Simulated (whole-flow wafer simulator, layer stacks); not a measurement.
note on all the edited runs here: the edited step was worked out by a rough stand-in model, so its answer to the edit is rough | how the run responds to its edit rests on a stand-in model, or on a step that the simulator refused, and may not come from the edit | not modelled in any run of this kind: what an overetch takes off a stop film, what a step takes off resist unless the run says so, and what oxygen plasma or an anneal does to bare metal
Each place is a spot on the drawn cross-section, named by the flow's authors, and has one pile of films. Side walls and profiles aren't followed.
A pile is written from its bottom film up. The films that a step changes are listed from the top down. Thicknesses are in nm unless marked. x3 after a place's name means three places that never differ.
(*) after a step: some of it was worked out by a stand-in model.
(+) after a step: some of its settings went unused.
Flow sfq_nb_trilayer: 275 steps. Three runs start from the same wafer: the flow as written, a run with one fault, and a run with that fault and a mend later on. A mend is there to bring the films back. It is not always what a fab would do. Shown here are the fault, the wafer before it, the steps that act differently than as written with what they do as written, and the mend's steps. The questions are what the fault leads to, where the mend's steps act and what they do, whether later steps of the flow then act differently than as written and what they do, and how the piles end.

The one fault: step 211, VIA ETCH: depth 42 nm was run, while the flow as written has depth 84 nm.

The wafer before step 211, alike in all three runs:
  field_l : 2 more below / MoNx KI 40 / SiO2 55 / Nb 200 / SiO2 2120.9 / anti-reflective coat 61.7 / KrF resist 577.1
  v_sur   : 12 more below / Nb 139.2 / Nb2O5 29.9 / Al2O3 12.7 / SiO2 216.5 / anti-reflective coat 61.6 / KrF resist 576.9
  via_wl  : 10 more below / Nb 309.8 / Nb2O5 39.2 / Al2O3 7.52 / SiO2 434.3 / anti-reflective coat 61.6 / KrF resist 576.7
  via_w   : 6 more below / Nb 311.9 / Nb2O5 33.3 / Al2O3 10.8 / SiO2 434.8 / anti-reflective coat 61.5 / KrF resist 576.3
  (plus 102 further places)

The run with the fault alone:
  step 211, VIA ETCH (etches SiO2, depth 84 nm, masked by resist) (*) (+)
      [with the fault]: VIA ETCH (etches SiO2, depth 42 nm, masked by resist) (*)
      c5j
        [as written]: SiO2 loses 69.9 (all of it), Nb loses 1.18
        [with the fault]: SiO2 loses 42
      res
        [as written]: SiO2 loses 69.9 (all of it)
        [with the fault]: SiO2 loses 42
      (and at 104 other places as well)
  Later steps of the flow acting differently than as written (4 more steps, not shown, differ only slightly: by at most 2% or 0.5 nm, whichever is larger):
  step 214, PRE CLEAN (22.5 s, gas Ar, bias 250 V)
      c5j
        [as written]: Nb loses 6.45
        [with the fault]: SiO2 loses 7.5
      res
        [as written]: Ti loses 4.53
        [with the fault]: SiO2 loses 7.5
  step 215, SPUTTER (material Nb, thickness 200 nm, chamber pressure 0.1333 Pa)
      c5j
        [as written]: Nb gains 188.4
        [with the fault]: Nb gains 196 (new film)
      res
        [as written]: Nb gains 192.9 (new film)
        [with the fault]: Nb gains 197.7 (new film)
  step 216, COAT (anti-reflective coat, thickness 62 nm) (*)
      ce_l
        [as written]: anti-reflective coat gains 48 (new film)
        [with the fault]: anti-reflective coat gains 55.2 (new film)
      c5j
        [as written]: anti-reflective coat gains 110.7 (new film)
        [with the fault]: anti-reflective coat gains 90.7 (new film)
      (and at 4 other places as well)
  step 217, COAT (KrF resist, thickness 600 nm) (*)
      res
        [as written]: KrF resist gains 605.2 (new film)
        [with the fault]: KrF resist gains 592.6 (new film)
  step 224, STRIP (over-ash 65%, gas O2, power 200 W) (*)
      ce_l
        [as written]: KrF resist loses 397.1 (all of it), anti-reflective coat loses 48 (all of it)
        [with the fault]: KrF resist loses 392.8 (all of it), anti-reflective coat loses 55.2 (all of it)
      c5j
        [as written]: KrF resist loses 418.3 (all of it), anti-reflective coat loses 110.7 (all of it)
        [with the fault]: KrF resist loses 406 (all of it), anti-reflective coat loses 90.7 (all of it)
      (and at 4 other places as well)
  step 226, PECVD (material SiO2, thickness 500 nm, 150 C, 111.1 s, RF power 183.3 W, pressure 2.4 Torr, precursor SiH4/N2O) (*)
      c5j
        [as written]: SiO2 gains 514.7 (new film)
        [with the fault]: SiO2 gains 500 (new film)
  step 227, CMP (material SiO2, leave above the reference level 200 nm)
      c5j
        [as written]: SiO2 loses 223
        [with the fault]: SiO2 loses 243.9
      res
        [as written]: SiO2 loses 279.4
        [with the fault]: SiO2 loses 309.1
  The piles end different from the flow's at c5j, res by more than 2% or 0.5 nm, whichever is larger.
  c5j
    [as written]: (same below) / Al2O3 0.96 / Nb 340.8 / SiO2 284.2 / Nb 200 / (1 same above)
    [with the fault]: (same below) / Al2O3 0.96 / Nb 160 / SiO2 20.4 / Nb 196 / SiO2 248.6 / Nb 200 / (1 same above)
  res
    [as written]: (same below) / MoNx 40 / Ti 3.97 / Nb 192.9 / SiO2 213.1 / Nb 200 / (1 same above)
    [with the fault]: (same below) / MoNx 40 / Ti 8.5 / SiO2 20.4 / Nb 197.7 / SiO2 183.4 / Nb 200 / (1 same above)

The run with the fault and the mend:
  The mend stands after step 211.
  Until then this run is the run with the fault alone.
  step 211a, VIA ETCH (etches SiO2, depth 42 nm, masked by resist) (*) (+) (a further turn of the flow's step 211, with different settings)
      field_l, v_sur, via_wl and 101 more
        KrF resist loses 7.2
      c5j
        SiO2 loses 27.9 (all of it), Nb loses 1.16
      res
        SiO2 loses 27.9 (all of it)
  None of the later steps of the flow differs from how it acts as written, at any place that is followed, by more than 2% or 0.5 nm, whichever is larger.
  By the end, the piles equal the flow's at every place that both follow.
